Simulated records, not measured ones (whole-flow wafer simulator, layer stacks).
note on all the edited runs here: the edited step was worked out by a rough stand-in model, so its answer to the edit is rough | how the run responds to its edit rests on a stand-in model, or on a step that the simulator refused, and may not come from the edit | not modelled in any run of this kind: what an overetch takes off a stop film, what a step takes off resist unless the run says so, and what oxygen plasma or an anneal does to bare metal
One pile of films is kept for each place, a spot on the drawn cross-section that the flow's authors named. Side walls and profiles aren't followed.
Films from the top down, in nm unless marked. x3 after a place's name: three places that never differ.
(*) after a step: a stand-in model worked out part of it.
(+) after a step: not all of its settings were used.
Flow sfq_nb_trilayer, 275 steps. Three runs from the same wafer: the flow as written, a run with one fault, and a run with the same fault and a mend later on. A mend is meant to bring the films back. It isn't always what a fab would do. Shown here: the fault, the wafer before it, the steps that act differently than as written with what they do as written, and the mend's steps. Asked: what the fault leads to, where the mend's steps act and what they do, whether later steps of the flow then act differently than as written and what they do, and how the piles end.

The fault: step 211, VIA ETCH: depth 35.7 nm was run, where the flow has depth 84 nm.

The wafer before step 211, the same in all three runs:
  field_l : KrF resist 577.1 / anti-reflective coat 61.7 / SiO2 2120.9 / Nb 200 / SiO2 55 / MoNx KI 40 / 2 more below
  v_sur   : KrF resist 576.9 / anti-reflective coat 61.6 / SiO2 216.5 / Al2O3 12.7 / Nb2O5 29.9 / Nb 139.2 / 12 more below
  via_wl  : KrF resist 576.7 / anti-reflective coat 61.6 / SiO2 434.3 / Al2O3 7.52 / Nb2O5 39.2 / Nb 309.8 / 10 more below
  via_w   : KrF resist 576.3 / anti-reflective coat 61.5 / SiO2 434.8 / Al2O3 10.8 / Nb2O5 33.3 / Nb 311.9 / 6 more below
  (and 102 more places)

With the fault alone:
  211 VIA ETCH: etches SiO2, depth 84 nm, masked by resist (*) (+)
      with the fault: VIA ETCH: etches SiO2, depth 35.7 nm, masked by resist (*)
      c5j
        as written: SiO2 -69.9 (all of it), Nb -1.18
        with the fault: SiO2 -35.7
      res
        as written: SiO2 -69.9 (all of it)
        with the fault: SiO2 -35.7
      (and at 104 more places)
  Later steps of the flow that act differently than as written (4 more steps differ only slightly, by at most 2% or 0.5 nm, whichever is larger, and aren't shown):
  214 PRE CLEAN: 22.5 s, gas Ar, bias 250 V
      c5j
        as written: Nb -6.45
        with the fault: SiO2 -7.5
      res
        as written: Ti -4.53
        with the fault: SiO2 -7.5
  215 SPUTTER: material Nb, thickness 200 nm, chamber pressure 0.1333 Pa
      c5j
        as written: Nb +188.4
        with the fault: Nb +197 (new film)
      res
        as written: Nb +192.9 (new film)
        with the fault: Nb +200 (new film)
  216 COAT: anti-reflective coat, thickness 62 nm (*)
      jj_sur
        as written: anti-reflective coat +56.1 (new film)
        with the fault: anti-reflective coat +57.5 (new film)
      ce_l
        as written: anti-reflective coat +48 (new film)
        with the fault: anti-reflective coat +56.8 (new film)
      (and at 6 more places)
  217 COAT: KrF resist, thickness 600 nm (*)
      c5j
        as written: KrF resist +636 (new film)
        with the fault: KrF resist +621.4 (new film)
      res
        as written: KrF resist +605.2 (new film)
        with the fault: KrF resist +589 (new film)
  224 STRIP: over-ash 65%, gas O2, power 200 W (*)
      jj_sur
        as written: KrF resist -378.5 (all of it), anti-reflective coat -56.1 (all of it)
        with the fault: KrF resist -379.9 (all of it), anti-reflective coat -57.5 (all of it)
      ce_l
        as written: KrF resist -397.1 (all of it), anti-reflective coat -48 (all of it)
        with the fault: KrF resist -391.8 (all of it), anti-reflective coat -56.8 (all of it)
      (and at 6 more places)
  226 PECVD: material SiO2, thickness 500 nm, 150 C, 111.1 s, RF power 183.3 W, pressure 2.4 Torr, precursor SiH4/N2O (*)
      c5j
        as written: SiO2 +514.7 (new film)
        with the fault: SiO2 +500 (new film)
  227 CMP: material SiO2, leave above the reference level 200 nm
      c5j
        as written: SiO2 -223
        with the fault: SiO2 -251.2
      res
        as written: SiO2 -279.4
        with the fault: SiO2 -317.7
  At the end the piles differ from the flow's by more than 2% or 0.5 nm, whichever is larger, at c5j, res.
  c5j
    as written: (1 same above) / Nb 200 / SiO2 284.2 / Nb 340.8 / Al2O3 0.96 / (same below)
    with the fault: (1 same above) / Nb 200 / SiO2 241.3 / Nb 197 / SiO2 26.7 / Nb 160 / Al2O3 0.96 / (same below)
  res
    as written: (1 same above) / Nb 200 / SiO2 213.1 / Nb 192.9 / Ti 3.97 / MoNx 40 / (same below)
    with the fault: (1 same above) / Nb 200 / SiO2 174.8 / Nb 200 / SiO2 26.7 / Ti 8.5 / MoNx 40 / (same below)

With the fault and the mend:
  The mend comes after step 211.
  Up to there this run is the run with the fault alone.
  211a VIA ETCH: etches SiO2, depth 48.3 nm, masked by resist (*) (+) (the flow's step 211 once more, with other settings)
      field_l, v_sur, via_wl and 101 more
        KrF resist -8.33
      c5j
        SiO2 -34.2 (all of it), Nb -1.18
      res
        SiO2 -34.2 (all of it)
  No later step of the flow acts differently than as written at any place that is followed.
  At the end the piles are the same as the flow's at every place that both follow.
